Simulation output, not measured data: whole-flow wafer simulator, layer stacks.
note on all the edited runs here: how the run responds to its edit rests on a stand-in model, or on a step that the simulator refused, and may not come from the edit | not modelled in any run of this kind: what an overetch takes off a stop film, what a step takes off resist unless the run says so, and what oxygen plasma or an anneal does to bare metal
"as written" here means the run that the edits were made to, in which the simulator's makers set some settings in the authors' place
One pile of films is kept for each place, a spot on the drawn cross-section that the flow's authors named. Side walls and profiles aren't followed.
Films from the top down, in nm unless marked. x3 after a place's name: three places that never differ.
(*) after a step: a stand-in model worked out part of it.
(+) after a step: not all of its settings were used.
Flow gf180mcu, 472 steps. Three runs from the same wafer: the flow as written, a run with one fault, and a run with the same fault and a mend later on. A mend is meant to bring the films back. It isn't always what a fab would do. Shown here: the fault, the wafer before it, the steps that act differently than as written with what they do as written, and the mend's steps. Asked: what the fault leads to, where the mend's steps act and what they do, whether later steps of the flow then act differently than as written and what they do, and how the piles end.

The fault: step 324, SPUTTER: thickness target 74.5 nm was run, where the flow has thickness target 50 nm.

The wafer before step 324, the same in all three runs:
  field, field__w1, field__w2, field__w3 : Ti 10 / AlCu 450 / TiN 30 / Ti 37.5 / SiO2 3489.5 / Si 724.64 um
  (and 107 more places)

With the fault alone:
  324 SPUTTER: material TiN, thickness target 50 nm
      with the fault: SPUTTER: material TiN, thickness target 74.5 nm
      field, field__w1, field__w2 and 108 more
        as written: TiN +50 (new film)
        with the fault: TiN +74.5 (new film)
  Later steps of the flow that act differently than as written (3 more steps differ only slightly, by at most 2% or 0.5 nm, whichever is larger, and aren't shown):
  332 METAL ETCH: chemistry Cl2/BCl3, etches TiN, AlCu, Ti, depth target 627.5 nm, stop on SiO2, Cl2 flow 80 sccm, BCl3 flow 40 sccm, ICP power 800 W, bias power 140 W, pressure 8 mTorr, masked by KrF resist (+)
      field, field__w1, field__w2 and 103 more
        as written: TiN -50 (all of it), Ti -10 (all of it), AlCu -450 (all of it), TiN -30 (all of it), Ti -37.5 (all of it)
        with the fault: TiN -74.5 (all of it), Ti -10 (all of it), AlCu -450 (all of it), TiN -30 (all of it), Ti -37.5 (all of it)
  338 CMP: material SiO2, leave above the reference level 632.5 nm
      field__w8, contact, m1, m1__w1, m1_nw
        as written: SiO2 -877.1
        with the fault: SiO2 -901.6
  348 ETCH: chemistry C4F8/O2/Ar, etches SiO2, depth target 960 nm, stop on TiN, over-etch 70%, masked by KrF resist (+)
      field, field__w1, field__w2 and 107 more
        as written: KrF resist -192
        with the fault: KrF resist -186.3
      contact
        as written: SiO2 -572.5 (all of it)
        with the fault: SiO2 -548 (all of it)
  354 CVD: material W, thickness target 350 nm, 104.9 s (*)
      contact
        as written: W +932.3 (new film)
        with the fault: W +907.6 (new film)
  At the end the piles differ from the flow's by more than 2% or 0.5 nm, whichever is larger, at field__w8, contact, m1, m1__w1, m1_nw.
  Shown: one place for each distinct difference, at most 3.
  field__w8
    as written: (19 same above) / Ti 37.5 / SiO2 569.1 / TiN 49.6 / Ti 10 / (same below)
    with the fault: (19 same above) / Ti 37.5 / SiO2 544.6 / TiN 74.1 / Ti 10 / (same below)
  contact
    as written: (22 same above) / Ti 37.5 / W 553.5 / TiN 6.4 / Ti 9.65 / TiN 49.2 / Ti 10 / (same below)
    with the fault: (22 same above) / Ti 37.5 / W 528.8 / TiN 6.5 / Ti 9.79 / TiN 73.7 / Ti 10 / (same below)

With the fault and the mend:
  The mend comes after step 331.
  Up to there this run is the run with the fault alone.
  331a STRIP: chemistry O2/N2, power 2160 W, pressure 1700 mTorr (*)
      field__w8, contact, m1, m1__w1, m1_nw
        KrF resist -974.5 (all of it)
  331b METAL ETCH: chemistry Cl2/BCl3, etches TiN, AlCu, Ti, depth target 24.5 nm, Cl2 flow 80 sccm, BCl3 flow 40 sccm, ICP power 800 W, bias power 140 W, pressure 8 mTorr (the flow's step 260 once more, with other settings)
      field, field__w1, field__w2 and 108 more
        TiN -24.5
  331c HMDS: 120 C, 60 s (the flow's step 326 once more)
      changes no film at any place that is followed
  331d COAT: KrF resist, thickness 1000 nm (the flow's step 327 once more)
      field, field__w1, field__w2 and 108 more
        KrF resist +1000 (new film)
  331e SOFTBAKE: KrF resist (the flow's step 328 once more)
      changes no film at any place that is followed
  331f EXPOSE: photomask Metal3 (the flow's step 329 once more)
      changes no film at any place that is followed
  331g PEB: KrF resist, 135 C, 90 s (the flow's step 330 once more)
      field, field__w1, field__w2 and 108 more
        KrF resist -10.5
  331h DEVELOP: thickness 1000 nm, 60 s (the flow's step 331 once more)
      field, field__w1, field__w2 and 103 more
        KrF resist -989.5 (all of it)
      field__w8, contact, m1, m1__w1, m1_nw
        KrF resist -14.9
  No later step of the flow acts differently than as written at any place that is followed.
  At the end the piles are the same as the flow's at every place that both follow.
